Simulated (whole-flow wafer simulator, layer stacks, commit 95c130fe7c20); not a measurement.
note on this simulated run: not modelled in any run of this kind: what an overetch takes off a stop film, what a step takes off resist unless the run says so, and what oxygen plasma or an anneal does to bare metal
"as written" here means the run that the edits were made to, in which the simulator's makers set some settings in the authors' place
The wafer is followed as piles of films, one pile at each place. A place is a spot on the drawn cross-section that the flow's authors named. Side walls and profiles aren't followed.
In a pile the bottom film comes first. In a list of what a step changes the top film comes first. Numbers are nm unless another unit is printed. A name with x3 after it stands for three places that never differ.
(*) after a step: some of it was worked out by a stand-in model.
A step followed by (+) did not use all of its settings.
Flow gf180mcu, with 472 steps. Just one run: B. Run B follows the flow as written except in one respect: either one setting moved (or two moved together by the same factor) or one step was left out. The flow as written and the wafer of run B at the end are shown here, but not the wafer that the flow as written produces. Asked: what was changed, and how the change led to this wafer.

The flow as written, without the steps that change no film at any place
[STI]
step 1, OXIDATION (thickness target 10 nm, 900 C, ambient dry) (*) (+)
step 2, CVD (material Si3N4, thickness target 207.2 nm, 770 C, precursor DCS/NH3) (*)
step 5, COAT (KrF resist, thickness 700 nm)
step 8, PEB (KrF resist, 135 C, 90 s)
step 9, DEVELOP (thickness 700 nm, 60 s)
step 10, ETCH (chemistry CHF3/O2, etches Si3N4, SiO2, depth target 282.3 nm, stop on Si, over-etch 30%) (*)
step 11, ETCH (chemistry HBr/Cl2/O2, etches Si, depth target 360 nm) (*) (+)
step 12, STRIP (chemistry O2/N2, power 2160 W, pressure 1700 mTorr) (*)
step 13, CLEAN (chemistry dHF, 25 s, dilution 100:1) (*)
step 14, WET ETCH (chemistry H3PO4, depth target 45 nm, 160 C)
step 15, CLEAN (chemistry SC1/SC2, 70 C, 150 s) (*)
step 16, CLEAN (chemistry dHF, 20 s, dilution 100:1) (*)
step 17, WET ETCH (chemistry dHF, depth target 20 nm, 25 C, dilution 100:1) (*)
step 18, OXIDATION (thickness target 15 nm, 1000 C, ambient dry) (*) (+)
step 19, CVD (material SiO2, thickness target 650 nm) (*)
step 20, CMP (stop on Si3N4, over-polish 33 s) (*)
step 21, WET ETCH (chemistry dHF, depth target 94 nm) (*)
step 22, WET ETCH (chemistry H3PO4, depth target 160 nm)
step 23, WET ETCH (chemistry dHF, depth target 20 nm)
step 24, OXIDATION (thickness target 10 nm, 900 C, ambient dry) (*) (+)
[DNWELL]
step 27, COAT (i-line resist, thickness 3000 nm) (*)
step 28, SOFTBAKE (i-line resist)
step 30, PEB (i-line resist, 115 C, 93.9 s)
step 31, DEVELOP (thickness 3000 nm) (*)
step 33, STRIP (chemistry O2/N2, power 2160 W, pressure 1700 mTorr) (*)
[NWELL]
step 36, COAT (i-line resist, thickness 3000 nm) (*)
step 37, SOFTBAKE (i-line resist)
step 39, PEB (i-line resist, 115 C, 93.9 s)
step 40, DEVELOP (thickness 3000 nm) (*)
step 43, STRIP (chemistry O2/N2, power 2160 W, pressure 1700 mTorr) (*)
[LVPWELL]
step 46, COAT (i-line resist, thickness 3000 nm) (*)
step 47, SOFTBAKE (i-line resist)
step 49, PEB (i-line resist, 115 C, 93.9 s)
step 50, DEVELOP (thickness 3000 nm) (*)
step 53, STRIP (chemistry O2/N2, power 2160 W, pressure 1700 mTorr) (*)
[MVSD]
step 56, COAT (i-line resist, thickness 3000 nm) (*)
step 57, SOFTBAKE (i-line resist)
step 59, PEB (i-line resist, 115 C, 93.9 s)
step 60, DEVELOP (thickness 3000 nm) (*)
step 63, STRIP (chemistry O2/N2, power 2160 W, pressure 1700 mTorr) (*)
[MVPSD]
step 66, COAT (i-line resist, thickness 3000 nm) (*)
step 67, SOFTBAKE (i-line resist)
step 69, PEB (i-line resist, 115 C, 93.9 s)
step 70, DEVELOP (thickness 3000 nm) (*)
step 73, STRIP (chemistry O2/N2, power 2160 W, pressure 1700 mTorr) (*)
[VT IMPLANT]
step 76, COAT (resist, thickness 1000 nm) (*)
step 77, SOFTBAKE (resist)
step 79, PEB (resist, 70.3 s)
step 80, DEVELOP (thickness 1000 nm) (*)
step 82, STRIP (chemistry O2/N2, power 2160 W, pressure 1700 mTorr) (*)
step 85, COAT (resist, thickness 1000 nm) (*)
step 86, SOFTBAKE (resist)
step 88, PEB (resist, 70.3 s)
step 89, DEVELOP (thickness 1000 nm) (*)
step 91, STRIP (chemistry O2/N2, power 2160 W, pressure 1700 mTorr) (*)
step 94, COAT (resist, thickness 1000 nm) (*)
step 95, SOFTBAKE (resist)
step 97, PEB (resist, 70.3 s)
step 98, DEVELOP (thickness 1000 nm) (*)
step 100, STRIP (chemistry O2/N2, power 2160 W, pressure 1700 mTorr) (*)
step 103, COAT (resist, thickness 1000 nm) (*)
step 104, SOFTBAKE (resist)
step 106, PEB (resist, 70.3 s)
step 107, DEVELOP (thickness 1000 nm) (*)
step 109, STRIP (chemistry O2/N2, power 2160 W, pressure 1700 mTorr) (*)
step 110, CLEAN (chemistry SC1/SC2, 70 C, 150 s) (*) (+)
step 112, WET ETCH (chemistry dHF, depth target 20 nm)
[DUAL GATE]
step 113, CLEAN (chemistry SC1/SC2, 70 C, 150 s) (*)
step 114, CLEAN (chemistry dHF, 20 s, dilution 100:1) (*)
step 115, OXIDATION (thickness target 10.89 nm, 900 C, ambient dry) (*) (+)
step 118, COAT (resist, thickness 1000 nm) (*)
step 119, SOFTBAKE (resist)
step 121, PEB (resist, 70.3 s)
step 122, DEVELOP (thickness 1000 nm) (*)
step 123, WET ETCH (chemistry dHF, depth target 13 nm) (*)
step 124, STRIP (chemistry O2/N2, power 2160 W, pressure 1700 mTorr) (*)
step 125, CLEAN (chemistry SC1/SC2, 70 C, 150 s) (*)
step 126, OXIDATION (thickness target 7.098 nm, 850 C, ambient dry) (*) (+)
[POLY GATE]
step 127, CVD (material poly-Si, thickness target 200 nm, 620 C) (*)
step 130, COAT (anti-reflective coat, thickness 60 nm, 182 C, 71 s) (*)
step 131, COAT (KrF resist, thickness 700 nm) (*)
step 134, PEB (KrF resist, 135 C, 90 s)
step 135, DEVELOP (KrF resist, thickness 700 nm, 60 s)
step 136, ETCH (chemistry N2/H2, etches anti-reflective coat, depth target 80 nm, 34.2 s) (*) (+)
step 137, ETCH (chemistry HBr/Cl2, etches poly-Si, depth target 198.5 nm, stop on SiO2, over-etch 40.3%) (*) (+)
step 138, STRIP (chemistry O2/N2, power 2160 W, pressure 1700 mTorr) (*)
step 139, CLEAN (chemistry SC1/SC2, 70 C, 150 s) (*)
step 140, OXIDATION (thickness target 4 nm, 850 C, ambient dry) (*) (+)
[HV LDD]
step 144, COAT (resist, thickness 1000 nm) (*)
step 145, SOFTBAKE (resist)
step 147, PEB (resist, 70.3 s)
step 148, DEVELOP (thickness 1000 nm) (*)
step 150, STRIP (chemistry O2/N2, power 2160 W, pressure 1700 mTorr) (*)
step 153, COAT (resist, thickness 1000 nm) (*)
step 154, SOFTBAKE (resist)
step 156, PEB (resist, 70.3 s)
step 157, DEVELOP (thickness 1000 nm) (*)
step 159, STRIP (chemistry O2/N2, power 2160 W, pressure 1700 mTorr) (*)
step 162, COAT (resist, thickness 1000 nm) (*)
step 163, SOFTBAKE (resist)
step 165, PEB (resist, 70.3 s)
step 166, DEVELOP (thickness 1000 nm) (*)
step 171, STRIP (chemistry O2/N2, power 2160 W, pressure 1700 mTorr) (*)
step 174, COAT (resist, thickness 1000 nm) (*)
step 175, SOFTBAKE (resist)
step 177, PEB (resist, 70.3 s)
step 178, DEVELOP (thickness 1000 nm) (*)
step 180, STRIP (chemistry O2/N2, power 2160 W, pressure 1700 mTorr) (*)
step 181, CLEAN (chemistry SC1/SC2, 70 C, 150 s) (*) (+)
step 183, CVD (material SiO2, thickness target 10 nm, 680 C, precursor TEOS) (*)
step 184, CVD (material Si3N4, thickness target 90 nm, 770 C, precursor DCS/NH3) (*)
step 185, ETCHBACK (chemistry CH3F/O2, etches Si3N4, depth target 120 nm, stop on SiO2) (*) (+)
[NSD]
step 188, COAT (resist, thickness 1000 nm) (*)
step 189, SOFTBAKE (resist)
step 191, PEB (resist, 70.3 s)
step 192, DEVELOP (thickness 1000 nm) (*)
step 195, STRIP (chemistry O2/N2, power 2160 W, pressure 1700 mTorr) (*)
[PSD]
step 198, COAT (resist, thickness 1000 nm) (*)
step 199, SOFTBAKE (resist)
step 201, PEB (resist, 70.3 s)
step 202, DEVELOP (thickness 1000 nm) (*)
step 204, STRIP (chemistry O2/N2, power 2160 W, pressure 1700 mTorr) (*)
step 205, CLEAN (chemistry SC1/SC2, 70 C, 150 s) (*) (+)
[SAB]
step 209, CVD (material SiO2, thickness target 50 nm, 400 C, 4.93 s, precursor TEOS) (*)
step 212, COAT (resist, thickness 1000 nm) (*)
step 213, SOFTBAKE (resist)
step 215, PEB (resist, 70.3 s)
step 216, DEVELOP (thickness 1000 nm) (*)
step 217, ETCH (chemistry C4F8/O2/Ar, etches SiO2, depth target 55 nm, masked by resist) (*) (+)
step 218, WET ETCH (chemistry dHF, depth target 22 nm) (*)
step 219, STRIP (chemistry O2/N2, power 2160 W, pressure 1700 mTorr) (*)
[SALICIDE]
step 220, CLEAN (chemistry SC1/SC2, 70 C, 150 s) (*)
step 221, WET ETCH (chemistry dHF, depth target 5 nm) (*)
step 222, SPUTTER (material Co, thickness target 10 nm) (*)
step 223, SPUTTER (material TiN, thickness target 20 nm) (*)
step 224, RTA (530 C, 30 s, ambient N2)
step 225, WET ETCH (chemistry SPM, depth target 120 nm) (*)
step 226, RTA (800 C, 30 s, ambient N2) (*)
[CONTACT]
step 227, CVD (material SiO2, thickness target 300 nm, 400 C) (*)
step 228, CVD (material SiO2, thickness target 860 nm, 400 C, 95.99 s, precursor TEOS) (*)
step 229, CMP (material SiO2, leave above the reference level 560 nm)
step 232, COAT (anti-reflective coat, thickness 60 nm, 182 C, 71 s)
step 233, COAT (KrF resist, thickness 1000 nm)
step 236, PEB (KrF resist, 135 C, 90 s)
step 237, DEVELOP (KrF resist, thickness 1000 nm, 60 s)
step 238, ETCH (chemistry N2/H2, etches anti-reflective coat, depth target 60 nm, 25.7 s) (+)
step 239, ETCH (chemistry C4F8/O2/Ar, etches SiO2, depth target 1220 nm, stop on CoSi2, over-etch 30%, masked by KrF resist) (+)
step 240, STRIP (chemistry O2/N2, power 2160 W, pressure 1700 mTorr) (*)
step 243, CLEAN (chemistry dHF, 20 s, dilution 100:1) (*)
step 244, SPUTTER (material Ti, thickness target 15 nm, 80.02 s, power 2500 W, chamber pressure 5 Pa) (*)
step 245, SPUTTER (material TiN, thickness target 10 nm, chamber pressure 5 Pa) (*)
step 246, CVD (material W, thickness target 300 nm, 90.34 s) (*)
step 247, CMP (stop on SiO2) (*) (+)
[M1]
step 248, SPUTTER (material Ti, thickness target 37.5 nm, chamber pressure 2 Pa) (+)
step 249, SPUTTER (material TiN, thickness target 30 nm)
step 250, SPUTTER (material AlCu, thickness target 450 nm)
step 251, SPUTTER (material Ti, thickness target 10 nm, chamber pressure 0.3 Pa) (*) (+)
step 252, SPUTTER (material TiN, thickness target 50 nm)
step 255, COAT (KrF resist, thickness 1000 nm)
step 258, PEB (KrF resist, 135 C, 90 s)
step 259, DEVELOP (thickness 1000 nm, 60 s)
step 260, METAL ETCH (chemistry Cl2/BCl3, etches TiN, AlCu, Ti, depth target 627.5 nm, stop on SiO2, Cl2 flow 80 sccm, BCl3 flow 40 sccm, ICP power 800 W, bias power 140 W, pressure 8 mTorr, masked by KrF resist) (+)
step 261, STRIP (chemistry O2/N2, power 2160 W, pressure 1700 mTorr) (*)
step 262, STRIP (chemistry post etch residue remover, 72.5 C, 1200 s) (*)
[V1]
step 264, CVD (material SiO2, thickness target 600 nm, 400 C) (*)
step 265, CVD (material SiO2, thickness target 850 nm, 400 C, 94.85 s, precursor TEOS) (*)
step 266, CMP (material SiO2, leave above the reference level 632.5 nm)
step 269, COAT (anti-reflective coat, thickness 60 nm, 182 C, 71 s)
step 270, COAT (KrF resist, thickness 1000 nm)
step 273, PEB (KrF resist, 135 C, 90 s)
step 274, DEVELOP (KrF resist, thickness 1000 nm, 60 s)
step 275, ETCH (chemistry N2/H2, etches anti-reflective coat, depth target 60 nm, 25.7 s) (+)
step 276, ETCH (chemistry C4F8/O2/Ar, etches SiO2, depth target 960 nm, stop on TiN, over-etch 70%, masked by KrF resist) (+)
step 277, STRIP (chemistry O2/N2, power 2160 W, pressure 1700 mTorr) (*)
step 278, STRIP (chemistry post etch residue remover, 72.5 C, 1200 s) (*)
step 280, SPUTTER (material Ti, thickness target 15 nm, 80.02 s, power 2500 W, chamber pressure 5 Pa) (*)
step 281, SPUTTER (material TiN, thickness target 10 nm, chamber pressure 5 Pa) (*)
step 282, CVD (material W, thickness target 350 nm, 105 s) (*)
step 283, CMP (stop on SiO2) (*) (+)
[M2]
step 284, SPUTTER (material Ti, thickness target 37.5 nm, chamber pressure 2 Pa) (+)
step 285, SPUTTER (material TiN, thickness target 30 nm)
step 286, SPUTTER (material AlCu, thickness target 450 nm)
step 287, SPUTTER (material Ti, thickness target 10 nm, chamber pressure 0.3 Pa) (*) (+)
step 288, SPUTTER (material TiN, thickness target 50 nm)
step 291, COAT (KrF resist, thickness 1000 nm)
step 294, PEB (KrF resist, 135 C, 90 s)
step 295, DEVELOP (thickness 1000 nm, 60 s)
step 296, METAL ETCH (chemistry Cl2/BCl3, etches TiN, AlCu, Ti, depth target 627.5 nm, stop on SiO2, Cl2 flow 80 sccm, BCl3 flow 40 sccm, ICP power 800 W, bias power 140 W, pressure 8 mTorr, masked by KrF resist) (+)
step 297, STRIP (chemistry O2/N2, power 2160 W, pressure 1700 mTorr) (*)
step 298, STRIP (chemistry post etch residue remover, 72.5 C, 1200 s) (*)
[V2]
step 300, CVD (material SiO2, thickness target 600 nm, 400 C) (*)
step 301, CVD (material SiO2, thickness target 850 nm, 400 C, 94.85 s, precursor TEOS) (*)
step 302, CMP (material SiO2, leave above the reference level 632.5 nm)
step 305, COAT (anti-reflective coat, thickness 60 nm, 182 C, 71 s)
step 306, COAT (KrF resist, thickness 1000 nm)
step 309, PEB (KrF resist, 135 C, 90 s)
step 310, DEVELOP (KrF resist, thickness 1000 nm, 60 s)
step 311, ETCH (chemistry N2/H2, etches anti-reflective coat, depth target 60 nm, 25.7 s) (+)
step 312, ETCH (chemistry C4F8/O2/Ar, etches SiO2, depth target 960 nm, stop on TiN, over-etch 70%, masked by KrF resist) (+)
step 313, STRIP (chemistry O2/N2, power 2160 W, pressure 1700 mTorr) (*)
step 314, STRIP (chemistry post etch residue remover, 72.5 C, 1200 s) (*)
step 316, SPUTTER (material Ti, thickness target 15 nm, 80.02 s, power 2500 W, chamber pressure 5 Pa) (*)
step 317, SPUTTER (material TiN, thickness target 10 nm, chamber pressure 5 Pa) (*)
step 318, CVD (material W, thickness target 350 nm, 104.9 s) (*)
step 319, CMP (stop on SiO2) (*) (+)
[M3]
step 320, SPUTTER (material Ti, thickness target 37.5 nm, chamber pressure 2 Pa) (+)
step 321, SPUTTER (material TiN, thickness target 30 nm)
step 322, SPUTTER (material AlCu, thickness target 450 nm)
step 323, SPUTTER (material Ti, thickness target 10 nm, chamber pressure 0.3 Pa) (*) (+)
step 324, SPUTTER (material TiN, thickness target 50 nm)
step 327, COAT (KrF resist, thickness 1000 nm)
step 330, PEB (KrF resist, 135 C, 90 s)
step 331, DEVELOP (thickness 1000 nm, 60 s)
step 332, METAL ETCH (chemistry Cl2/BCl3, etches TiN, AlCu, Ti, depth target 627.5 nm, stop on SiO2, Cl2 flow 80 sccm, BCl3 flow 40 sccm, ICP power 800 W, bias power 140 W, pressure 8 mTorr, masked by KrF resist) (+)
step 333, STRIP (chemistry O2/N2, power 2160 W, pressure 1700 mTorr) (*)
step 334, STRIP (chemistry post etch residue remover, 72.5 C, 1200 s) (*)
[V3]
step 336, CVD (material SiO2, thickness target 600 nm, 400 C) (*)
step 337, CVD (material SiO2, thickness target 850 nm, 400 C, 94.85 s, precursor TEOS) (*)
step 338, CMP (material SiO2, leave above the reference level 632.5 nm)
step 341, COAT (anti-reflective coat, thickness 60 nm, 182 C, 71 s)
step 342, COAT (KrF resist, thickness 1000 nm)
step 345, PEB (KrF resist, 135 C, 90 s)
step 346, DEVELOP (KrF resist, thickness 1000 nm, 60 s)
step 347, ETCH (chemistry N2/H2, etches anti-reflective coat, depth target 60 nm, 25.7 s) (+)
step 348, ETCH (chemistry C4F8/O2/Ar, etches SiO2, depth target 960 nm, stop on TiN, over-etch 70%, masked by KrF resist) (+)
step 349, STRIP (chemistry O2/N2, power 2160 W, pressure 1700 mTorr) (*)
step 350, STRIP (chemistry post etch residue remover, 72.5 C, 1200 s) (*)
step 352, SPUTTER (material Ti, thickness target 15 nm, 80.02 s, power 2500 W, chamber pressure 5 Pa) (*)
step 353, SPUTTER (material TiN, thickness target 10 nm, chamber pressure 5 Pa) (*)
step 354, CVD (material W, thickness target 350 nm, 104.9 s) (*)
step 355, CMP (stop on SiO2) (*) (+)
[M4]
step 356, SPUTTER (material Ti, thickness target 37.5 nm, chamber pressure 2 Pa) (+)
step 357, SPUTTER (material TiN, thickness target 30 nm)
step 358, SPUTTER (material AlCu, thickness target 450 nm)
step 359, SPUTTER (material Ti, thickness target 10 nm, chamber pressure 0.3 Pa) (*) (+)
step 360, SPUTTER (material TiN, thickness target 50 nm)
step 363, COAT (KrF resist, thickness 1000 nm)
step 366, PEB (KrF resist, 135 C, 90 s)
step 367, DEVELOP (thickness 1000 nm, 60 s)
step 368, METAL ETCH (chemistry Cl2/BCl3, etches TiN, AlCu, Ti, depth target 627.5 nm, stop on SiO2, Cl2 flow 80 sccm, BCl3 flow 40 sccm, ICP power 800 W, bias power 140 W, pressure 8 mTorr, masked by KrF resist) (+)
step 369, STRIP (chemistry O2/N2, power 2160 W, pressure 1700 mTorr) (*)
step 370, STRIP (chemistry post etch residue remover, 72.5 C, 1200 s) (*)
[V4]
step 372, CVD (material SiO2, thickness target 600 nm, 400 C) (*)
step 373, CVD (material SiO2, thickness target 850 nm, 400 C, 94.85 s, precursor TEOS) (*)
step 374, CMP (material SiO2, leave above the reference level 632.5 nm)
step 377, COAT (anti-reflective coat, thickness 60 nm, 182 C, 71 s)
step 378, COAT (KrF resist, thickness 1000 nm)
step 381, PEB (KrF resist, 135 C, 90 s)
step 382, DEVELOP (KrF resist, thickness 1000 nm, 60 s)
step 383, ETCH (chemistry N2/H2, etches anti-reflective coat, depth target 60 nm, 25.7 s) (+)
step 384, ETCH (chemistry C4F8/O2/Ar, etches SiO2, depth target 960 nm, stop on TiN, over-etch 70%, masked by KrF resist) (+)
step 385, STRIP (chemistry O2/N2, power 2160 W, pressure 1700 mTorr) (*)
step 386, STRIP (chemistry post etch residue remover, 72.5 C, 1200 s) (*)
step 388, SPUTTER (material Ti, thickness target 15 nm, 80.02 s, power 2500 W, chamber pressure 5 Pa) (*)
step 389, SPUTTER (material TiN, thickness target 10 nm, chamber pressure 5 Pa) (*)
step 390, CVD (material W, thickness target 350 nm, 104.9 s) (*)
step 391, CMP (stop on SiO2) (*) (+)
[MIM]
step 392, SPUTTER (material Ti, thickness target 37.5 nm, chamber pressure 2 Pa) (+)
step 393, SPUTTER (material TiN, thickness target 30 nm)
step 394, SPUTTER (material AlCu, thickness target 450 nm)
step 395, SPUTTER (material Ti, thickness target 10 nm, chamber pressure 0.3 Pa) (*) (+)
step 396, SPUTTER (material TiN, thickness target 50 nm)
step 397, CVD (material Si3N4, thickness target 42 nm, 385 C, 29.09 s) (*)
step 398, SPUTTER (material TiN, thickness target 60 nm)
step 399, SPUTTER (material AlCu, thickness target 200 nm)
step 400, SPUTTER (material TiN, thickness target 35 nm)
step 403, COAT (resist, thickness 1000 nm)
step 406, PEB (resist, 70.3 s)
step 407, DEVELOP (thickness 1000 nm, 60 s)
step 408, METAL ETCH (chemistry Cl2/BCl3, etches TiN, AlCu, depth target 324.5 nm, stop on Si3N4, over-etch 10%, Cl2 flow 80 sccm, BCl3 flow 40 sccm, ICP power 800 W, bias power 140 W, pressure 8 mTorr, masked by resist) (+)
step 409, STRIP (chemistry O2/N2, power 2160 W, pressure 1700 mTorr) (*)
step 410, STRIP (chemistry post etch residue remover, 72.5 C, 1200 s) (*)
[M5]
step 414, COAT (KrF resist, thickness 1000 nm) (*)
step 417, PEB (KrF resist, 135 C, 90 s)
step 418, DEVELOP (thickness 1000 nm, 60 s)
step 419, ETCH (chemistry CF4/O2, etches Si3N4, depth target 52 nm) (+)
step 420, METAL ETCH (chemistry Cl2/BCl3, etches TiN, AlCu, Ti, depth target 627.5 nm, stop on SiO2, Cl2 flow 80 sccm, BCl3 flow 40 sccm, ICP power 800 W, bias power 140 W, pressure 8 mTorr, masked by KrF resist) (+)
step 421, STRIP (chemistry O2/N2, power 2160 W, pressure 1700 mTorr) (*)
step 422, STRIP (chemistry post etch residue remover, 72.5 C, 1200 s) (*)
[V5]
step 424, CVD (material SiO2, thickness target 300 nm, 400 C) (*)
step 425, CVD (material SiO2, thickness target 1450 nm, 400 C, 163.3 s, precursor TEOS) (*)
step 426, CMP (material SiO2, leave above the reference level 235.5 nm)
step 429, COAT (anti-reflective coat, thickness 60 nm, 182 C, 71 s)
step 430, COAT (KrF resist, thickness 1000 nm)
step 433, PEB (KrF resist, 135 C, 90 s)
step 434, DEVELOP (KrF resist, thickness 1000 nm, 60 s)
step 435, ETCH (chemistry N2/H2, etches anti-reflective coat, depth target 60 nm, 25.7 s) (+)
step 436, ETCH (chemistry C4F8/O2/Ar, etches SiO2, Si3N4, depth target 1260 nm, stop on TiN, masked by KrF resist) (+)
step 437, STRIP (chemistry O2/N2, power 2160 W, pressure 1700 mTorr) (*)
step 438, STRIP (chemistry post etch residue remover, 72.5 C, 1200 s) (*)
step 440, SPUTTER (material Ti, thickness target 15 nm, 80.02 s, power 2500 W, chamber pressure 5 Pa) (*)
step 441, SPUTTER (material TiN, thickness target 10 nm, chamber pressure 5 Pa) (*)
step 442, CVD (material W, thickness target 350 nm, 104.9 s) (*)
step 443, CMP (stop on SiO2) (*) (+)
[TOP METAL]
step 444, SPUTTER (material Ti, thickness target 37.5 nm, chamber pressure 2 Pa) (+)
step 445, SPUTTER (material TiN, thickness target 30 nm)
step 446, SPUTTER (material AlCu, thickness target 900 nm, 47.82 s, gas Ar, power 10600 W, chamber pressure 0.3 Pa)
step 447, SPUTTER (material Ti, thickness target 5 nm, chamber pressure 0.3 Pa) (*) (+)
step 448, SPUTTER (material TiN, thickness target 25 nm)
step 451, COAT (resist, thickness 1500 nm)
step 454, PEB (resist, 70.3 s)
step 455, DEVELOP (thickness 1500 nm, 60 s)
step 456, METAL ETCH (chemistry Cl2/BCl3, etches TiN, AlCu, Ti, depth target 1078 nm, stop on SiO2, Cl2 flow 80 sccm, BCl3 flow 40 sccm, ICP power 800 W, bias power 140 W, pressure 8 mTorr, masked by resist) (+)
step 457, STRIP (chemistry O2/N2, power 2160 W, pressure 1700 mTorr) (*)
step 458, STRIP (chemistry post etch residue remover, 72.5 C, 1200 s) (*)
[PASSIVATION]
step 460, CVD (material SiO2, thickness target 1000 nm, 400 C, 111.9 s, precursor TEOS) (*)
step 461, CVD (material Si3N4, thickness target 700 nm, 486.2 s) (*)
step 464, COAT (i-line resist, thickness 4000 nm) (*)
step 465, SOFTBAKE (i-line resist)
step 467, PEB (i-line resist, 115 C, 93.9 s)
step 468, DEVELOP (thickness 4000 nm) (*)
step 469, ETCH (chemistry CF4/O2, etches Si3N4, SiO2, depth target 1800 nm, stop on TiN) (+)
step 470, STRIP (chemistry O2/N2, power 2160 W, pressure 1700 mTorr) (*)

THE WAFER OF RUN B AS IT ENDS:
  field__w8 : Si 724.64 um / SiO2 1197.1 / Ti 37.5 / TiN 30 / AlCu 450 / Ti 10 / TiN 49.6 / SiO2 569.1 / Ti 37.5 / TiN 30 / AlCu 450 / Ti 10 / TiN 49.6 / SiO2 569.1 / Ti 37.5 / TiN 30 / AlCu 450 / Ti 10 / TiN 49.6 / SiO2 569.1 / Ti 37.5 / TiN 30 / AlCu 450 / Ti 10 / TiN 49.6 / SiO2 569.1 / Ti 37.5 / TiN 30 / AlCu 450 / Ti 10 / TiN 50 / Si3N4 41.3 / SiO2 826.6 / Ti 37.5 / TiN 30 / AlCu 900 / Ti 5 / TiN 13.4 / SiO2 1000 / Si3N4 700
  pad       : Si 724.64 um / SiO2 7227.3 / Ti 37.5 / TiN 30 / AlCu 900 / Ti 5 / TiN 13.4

What caused this: step 448, SPUTTER: thickness target 13.8 nm was run, whereas the flow has thickness target 25 nm.

How this came from the change, step by step:
  step 448, SPUTTER (material TiN, thickness target 25 nm)
      field, field__w1, field__w2 and 109 more: TiN gains 13.8 (new film) (it would be, as written: TiN gains 25 (new film))
  step 456, METAL ETCH (chemistry Cl2/BCl3, etches TiN, AlCu, Ti, depth target 1078 nm, stop on SiO2, Cl2 flow 80 sccm, BCl3 flow 40 sccm, ICP power 800 W, bias power 140 W, pressure 8 mTorr, masked by resist) (+)
      field, field__w1, field__w2 and 103 more: TiN loses 13.8 (all of it), Ti loses 5 (all of it), AlCu loses 900 (all of it), TiN loses 30 (all of it), Ti loses 37.5 (all of it) (it would be, as written: TiN loses 25 (all of it), Ti loses 5 (all of it), AlCu loses 900 (all of it), TiN loses 30 (all of it), Ti loses 37.5 (all of it))
